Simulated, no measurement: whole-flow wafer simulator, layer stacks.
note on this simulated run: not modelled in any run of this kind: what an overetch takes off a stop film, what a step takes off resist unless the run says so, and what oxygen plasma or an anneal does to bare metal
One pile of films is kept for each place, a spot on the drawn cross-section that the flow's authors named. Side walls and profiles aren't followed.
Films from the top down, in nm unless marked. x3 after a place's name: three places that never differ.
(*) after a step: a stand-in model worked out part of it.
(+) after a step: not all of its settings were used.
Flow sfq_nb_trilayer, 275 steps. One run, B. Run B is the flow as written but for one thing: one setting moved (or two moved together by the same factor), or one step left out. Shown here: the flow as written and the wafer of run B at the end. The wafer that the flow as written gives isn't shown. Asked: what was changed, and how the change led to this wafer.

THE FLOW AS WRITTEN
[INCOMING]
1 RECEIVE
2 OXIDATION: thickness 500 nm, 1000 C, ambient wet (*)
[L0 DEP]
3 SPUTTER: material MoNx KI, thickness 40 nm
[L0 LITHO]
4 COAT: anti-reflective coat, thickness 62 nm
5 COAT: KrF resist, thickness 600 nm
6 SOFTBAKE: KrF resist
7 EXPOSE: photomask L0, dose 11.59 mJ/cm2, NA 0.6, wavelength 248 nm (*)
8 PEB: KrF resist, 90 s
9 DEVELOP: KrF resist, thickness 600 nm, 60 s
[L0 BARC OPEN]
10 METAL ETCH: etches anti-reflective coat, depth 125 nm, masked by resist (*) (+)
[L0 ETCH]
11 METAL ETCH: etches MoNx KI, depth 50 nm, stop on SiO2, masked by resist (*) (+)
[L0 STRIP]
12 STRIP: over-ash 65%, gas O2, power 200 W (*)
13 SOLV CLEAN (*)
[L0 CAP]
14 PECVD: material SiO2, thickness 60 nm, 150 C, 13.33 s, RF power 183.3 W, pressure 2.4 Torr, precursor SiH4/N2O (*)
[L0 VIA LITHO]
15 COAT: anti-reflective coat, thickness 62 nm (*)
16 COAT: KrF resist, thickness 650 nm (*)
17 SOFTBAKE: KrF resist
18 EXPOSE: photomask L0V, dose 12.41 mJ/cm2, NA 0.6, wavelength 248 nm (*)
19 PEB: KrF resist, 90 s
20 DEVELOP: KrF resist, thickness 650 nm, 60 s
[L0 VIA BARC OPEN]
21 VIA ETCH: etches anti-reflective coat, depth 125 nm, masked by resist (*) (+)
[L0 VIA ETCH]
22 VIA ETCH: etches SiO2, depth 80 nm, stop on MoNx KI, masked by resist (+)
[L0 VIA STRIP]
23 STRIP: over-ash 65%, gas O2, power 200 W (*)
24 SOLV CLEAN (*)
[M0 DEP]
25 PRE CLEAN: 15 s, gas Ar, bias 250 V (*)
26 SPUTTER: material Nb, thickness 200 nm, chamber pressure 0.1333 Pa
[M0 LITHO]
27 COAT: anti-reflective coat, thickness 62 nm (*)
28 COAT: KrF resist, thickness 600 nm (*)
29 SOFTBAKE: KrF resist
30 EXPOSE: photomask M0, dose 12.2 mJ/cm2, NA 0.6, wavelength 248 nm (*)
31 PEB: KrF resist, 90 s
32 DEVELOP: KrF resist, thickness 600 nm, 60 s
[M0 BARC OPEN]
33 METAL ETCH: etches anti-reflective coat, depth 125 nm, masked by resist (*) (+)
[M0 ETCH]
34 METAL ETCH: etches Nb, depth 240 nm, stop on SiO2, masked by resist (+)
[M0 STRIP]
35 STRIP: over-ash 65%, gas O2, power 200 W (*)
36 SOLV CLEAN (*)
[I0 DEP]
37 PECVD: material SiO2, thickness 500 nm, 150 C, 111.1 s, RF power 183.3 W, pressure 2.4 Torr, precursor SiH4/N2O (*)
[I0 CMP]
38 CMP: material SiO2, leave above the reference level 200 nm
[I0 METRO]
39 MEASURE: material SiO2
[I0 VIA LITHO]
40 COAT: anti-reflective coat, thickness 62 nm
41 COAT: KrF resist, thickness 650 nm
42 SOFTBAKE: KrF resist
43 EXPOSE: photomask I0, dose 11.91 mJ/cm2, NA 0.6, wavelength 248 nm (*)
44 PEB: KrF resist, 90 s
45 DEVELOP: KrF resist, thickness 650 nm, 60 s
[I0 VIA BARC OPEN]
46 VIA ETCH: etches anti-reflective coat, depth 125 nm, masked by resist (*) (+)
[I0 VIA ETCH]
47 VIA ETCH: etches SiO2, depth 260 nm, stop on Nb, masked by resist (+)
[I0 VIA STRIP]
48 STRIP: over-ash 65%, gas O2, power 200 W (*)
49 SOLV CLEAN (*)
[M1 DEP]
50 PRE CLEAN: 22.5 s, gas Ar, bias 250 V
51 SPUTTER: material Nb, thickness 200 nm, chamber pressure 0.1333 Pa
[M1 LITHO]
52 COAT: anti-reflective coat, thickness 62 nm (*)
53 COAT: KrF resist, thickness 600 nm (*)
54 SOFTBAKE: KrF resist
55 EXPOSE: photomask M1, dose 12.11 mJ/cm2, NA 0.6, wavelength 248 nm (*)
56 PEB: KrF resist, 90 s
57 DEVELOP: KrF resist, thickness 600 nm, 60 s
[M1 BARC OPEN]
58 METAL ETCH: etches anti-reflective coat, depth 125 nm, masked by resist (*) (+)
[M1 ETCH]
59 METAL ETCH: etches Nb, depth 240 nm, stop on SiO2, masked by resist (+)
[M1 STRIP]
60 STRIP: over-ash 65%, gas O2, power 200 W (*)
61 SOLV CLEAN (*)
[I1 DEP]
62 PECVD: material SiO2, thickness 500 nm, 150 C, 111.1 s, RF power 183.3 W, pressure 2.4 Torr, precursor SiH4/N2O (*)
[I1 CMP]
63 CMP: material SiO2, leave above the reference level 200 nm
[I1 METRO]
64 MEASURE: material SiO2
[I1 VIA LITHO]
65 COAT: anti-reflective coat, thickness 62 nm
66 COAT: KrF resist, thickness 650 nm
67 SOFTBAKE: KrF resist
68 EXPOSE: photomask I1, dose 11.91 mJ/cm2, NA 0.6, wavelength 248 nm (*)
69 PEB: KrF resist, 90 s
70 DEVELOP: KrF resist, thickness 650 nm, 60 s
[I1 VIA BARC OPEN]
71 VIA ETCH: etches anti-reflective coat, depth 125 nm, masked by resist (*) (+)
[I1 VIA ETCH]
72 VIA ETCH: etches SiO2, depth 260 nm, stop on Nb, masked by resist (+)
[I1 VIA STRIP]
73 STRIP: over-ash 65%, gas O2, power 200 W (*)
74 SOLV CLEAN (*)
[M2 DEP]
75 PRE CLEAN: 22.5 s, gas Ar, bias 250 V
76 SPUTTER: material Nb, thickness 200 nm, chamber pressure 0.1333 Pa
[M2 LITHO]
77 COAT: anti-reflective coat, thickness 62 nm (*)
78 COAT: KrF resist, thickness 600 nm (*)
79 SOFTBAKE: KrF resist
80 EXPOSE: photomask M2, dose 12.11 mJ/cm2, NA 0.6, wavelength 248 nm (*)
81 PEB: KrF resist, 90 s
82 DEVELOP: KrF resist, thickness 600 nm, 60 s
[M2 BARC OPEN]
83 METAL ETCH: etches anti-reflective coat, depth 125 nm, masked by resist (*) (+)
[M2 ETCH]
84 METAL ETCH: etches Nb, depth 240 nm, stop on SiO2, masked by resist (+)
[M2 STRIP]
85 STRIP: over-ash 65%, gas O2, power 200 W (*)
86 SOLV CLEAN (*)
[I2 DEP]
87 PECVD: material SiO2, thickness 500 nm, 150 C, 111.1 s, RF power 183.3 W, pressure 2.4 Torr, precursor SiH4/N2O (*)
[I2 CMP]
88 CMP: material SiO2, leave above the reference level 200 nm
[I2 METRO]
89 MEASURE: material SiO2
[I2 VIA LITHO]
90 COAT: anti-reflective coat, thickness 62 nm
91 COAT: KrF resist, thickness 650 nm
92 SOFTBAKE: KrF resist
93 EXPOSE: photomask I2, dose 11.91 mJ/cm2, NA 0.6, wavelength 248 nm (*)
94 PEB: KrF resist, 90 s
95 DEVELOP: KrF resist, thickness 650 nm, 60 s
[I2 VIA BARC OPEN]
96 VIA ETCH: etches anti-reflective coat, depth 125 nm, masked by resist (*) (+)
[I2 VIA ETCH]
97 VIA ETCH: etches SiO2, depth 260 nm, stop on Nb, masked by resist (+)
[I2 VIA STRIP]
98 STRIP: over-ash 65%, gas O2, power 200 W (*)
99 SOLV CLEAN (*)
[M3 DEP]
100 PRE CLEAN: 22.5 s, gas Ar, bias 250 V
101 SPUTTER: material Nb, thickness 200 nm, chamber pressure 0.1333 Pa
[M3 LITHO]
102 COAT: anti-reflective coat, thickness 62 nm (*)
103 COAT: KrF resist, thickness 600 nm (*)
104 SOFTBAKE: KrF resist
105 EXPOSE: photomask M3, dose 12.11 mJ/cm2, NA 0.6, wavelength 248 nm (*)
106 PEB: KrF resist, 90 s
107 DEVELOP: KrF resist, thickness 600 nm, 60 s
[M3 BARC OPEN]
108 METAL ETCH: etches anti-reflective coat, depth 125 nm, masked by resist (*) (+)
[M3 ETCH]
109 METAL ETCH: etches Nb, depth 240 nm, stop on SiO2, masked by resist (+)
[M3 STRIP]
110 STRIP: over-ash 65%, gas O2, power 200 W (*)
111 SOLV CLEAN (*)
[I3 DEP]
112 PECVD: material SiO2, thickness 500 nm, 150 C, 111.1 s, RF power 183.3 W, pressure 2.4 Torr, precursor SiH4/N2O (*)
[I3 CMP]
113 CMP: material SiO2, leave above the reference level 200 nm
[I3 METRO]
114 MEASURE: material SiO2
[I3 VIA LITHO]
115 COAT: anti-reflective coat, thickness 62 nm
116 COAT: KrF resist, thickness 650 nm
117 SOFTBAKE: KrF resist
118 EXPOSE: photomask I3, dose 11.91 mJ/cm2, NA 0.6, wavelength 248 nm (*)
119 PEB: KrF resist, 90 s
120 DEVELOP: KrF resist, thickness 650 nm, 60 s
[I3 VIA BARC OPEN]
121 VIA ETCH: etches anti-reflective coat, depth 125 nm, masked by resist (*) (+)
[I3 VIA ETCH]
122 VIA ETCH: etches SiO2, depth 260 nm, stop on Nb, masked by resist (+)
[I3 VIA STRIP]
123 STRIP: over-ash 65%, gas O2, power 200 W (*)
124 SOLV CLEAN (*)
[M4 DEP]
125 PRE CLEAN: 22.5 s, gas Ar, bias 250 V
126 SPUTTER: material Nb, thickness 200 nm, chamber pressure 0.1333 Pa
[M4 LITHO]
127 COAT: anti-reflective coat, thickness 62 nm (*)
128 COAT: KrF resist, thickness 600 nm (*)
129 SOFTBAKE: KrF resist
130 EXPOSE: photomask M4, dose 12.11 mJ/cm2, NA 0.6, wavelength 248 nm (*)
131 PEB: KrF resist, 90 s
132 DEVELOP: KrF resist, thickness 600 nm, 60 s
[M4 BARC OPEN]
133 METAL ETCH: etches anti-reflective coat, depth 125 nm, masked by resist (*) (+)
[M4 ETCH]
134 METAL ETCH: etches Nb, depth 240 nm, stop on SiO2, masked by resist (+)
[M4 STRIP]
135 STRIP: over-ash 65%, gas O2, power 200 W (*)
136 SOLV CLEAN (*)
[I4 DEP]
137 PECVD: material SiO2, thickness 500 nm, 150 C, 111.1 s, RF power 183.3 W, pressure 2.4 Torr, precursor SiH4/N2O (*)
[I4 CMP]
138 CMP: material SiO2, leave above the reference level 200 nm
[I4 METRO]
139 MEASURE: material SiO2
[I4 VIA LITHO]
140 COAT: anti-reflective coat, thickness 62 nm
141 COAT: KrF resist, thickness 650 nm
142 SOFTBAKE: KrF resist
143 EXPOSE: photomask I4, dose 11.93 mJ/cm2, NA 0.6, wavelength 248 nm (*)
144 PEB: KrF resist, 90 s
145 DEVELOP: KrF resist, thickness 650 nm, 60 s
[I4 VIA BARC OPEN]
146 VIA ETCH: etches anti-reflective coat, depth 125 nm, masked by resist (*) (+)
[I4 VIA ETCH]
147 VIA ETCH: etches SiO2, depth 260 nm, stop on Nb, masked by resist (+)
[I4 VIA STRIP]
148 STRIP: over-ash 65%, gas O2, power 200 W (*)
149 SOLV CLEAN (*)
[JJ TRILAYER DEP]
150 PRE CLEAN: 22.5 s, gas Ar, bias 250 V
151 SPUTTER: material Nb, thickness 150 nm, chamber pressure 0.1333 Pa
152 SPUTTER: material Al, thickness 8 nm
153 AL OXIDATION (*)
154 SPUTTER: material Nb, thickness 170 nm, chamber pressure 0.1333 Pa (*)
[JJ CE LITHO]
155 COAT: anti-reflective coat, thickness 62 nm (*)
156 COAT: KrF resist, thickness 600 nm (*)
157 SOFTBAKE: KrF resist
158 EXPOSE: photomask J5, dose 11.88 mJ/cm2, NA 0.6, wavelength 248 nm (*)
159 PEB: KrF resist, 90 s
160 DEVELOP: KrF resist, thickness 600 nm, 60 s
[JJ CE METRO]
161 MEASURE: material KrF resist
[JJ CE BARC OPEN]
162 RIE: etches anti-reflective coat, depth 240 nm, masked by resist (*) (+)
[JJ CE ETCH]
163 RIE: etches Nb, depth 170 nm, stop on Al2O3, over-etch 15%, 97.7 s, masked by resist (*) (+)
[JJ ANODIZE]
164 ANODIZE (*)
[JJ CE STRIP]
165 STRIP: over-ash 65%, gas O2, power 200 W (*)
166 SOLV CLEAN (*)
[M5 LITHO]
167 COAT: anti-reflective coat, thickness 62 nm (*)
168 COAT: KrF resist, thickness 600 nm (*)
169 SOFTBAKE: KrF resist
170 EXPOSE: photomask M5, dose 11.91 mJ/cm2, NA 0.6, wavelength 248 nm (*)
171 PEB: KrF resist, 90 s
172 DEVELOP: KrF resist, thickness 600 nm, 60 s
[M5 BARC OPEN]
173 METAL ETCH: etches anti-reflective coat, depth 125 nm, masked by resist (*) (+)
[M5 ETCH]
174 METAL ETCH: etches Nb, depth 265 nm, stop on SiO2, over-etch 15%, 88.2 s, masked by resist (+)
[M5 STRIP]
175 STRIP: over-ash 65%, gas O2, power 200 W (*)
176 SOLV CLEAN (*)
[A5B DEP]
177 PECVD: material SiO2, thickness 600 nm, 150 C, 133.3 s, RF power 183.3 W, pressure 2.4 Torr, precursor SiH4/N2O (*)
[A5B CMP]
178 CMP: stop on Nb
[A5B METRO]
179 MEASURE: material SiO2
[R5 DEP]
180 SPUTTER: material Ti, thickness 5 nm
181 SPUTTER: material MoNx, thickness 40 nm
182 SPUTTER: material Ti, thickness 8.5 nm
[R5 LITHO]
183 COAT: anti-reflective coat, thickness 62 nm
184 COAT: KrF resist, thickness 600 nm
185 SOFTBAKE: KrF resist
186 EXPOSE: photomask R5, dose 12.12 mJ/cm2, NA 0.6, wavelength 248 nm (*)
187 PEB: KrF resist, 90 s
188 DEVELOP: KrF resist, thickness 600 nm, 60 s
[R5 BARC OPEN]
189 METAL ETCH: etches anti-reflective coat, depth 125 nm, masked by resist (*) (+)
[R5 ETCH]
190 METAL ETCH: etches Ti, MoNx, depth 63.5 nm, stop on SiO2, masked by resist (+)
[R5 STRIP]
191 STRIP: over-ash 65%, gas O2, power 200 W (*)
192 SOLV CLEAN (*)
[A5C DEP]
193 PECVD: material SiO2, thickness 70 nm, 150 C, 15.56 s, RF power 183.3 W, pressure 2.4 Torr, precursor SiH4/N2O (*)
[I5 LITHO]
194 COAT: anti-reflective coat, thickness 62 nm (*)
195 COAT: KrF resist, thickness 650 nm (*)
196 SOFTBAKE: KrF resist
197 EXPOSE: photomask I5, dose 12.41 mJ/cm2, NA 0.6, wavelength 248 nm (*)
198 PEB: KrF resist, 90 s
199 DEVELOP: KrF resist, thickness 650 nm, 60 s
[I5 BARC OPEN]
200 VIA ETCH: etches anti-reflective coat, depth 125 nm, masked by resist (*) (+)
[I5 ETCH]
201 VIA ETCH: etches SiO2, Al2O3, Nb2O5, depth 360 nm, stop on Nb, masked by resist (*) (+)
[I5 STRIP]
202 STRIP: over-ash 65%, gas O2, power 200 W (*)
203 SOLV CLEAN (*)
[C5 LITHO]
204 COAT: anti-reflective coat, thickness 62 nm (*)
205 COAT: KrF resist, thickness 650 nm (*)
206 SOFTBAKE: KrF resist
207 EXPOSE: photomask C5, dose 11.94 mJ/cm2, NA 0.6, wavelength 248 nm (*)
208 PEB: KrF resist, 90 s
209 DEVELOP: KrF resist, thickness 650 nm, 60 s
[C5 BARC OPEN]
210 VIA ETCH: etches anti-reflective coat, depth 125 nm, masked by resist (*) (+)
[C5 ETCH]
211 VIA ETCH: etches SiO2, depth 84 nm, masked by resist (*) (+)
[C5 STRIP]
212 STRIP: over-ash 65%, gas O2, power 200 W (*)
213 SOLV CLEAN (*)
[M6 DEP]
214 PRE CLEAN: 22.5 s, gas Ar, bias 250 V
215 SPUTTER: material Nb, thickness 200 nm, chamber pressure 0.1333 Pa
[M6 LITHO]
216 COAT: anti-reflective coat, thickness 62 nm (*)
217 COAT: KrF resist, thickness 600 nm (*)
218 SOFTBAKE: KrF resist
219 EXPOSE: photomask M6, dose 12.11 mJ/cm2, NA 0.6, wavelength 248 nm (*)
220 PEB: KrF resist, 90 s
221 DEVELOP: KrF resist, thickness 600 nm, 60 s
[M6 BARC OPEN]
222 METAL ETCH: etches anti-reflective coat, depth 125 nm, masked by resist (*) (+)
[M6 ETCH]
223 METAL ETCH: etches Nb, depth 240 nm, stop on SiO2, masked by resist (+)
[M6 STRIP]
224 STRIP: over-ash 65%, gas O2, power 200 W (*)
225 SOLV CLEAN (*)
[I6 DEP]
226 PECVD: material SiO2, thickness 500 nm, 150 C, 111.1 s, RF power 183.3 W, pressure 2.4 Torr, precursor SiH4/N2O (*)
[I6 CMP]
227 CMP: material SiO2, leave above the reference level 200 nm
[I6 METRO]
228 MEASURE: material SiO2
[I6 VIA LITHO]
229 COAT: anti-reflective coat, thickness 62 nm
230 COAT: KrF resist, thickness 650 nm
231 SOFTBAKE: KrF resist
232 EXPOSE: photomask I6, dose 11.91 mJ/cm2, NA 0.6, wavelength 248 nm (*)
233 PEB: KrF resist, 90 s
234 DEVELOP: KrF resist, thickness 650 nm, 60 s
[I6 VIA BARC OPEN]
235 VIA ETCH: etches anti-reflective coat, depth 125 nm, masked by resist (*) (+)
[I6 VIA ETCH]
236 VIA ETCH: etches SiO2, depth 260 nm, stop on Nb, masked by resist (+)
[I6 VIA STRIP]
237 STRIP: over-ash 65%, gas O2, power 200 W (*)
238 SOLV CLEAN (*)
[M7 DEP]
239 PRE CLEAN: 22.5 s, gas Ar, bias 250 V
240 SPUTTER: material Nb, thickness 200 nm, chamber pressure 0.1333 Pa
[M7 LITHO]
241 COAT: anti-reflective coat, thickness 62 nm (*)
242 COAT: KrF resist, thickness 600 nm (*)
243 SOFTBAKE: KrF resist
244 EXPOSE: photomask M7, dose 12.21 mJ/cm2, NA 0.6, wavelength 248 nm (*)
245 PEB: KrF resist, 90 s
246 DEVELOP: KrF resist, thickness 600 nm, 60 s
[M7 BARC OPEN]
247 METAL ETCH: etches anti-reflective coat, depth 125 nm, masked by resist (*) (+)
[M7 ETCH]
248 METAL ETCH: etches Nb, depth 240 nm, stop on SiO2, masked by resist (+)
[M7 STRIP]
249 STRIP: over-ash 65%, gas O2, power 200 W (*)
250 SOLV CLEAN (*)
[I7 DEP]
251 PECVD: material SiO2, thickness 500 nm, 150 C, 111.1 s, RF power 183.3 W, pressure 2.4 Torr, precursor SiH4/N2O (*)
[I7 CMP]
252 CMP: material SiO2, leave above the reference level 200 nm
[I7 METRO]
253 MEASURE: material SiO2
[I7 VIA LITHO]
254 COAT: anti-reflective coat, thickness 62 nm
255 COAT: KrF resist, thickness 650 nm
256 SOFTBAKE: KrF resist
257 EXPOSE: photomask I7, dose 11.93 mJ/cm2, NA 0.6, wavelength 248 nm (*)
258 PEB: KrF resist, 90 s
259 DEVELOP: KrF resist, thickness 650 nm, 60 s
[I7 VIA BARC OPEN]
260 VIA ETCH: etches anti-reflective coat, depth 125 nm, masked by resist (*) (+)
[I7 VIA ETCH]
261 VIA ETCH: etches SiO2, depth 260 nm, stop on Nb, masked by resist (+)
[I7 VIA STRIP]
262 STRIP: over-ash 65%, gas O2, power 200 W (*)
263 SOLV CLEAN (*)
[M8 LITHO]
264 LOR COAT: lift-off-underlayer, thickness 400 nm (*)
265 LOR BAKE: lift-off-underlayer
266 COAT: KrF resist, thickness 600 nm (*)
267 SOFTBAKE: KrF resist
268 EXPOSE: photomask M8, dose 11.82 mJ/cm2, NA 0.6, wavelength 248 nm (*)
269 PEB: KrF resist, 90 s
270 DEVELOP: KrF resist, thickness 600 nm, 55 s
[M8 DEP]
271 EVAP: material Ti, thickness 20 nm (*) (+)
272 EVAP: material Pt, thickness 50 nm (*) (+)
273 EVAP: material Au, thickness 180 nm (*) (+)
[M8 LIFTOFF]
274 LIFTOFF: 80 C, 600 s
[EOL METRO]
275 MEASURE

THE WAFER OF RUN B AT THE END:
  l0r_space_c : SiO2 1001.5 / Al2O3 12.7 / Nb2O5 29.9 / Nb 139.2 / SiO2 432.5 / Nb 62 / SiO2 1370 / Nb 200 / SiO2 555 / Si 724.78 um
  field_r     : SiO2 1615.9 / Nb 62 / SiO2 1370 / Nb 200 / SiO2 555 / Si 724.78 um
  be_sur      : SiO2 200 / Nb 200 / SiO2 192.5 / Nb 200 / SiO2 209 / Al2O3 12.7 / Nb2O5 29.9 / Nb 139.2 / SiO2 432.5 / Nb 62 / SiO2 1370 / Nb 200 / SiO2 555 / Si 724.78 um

The cause: step 126, SPUTTER: thickness 302 nm was run, where the flow has thickness 200 nm.

How the change led to this, step by step:
  126 SPUTTER: material Nb, thickness 200 nm, chamber pressure 0.1333 Pa
      field_l, v_sur, via_wl and 102 more: Nb +302 (new film) (as written it would be: Nb +200 (new film))
      via_v: Nb +251.5 (as written it would be: Nb +165.5)
  134 METAL ETCH: etches Nb, depth 240 nm, stop on SiO2, masked by resist (+)
      field_l, be, be_sur and 64 more: Nb -240 (as written it would be: Nb -200 (all of it))
  135 STRIP: over-ash 65%, gas O2, power 200 W (*)
      via_v: KrF resist -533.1 (all of it), anti-reflective coat -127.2 (all of it) (as written it would be: KrF resist -521.8 (all of it), anti-reflective coat -124.8 (all of it))
  137 PECVD: material SiO2, thickness 500 nm, 150 C, 111.1 s, RF power 183.3 W, pressure 2.4 Torr, precursor SiH4/N2O (*)
      field_l, be, be_sur and 55 more: SiO2 +500 (new film) (as written it would be: SiO2 +500)
      p3_s0, p3_s1, p3_s2, p3_s3, p3_s4, p3_s5: SiO2 +597.1 (new film) (as written it would be: SiO2 +557.1)
      (and at 3 more places)
  138 CMP: material SiO2, leave above the reference level 200 nm
      field_l, be, be_sur and 55 more: SiO2 -60 (as written it would be: SiO2 -100)
      lsp_r, l0_sur, l0v: SiO2 -50.3 (as written it would be: SiO2 -91.9)
      (and at 1 more place)
Counting metal films that touch as one body, l0r_space_c has 3 bodies (between them, from the top down: SiO2 432.5; SiO2 1370); the flow as written gives 2 bodies (between them, from the top down: SiO2 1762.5).
Counting metal films that touch as one body, field_r has 2 bodies (between them, from the top down: SiO2 1370); the flow as written gives 1 body.
Counting metal films that touch as one body, be_sur has 5 bodies (between them, from the top down: SiO2 192.5; SiO2 209 / Al2O3 12.7 / Nb2O5 29.9; SiO2 432.5; SiO2 1370); the flow as written gives 4 bodies (between them, from the top down: SiO2 192.5; SiO2 209 / Al2O3 12.7 / Nb2O5 29.9; SiO2 1762.5).
